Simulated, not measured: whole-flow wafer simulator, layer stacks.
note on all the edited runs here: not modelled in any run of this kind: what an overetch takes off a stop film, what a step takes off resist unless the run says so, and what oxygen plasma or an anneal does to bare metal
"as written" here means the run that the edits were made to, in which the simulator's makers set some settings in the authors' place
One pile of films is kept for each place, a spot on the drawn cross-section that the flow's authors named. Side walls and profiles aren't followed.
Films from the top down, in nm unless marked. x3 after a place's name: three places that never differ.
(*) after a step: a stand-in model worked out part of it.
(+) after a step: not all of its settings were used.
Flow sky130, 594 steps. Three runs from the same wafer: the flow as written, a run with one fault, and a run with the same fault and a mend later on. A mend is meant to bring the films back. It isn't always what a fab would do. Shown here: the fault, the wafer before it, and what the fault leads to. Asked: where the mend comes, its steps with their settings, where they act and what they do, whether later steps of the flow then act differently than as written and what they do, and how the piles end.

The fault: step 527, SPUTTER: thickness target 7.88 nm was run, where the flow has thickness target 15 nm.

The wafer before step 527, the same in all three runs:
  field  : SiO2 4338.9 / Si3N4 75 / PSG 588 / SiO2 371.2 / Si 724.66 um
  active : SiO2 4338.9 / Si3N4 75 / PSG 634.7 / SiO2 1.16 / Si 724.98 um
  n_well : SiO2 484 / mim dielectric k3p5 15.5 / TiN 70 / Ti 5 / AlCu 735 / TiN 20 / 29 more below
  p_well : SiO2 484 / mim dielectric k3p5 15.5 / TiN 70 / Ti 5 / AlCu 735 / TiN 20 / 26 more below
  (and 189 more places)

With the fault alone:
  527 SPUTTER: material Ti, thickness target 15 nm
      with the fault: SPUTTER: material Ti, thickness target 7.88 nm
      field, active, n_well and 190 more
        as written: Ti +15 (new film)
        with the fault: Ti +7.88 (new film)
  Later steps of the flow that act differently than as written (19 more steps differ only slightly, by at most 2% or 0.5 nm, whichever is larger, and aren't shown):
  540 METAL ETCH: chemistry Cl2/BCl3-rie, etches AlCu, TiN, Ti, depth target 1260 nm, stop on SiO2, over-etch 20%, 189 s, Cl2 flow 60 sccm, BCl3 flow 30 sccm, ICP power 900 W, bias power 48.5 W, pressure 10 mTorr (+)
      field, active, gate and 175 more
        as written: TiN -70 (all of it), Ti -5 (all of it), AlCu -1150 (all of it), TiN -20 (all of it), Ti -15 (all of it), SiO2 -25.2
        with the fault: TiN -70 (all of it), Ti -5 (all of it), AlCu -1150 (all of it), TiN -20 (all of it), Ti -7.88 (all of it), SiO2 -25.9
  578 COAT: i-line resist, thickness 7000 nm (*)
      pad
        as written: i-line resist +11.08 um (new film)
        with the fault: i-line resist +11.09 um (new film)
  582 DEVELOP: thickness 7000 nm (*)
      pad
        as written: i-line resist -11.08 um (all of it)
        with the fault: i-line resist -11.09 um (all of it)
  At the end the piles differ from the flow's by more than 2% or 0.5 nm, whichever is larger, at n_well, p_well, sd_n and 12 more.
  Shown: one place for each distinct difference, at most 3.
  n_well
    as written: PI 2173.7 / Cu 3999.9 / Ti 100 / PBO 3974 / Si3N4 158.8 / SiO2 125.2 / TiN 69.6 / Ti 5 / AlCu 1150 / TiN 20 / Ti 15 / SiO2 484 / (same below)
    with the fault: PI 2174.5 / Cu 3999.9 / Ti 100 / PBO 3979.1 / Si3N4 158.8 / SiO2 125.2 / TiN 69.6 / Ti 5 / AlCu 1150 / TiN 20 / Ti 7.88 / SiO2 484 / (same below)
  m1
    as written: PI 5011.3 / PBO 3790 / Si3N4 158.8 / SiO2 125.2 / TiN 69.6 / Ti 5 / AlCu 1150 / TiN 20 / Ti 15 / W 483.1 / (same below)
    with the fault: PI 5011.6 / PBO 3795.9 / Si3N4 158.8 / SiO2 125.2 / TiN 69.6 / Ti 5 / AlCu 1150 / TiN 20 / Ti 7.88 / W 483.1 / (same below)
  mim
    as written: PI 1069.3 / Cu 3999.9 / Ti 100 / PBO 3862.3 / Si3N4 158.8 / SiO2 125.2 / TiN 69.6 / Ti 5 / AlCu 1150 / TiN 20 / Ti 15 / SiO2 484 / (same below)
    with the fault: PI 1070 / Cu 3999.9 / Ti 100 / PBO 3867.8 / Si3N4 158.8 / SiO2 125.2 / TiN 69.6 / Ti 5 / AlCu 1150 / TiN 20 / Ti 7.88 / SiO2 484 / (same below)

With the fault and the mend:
  The mend comes after step 527.
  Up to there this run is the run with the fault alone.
  527a SPUTTER: material Ti, thickness target 7.12 nm (the flow's step 527 once more, with other settings)
      field, active, n_well and 190 more
        Ti +7.12
  No later step of the flow acts differently than as written at any place that is followed.
  At the end the piles are the same as the flow's at every place that both follow.
